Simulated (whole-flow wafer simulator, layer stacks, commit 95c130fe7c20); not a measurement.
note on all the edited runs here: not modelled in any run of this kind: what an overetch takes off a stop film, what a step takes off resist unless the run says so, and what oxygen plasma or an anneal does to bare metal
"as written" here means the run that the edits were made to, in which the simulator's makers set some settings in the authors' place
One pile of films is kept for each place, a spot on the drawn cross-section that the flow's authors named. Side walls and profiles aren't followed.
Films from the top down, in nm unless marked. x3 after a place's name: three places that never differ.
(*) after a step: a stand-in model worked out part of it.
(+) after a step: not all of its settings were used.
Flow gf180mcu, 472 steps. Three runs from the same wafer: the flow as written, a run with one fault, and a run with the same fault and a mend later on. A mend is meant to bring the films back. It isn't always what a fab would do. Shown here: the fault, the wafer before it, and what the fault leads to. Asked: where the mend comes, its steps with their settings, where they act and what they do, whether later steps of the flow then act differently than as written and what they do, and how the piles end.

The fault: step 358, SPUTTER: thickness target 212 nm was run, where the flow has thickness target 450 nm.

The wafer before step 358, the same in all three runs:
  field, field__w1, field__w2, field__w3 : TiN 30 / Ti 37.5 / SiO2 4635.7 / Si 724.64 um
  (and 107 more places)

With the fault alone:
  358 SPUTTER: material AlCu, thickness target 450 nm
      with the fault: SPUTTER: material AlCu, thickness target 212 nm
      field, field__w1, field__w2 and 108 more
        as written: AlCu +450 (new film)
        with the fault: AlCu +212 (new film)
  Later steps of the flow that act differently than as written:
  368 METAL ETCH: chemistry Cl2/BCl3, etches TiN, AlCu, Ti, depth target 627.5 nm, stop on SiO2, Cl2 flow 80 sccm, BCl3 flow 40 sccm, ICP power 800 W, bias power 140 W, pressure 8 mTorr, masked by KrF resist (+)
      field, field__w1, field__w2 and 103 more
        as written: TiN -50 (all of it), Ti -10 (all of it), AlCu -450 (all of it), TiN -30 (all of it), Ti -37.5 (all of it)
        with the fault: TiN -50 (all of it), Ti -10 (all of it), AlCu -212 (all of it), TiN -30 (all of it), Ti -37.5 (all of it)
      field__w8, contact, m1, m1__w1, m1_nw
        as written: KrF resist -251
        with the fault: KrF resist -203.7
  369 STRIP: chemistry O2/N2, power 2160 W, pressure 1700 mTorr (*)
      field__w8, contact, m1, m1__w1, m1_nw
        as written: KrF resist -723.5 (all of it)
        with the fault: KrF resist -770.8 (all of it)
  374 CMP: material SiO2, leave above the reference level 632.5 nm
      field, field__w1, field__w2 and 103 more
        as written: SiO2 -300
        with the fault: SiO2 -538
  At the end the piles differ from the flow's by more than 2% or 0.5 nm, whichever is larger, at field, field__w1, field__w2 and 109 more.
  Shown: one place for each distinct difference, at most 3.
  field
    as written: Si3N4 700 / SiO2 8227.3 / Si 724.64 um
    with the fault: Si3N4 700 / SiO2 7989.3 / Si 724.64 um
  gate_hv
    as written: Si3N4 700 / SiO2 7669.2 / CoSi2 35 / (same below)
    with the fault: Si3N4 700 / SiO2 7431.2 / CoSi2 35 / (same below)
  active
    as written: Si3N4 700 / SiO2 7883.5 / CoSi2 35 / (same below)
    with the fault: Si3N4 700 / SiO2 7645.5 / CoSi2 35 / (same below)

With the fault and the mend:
  The mend comes after step 358.
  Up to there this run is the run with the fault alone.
  358a SPUTTER: material AlCu, thickness target 238 nm (the flow's step 358 once more, with other settings)
      field, field__w1, field__w2 and 108 more
        AlCu +238
  No later step of the flow acts differently than as written at any place that is followed.
  At the end the piles are the same as the flow's at every place that both follow.
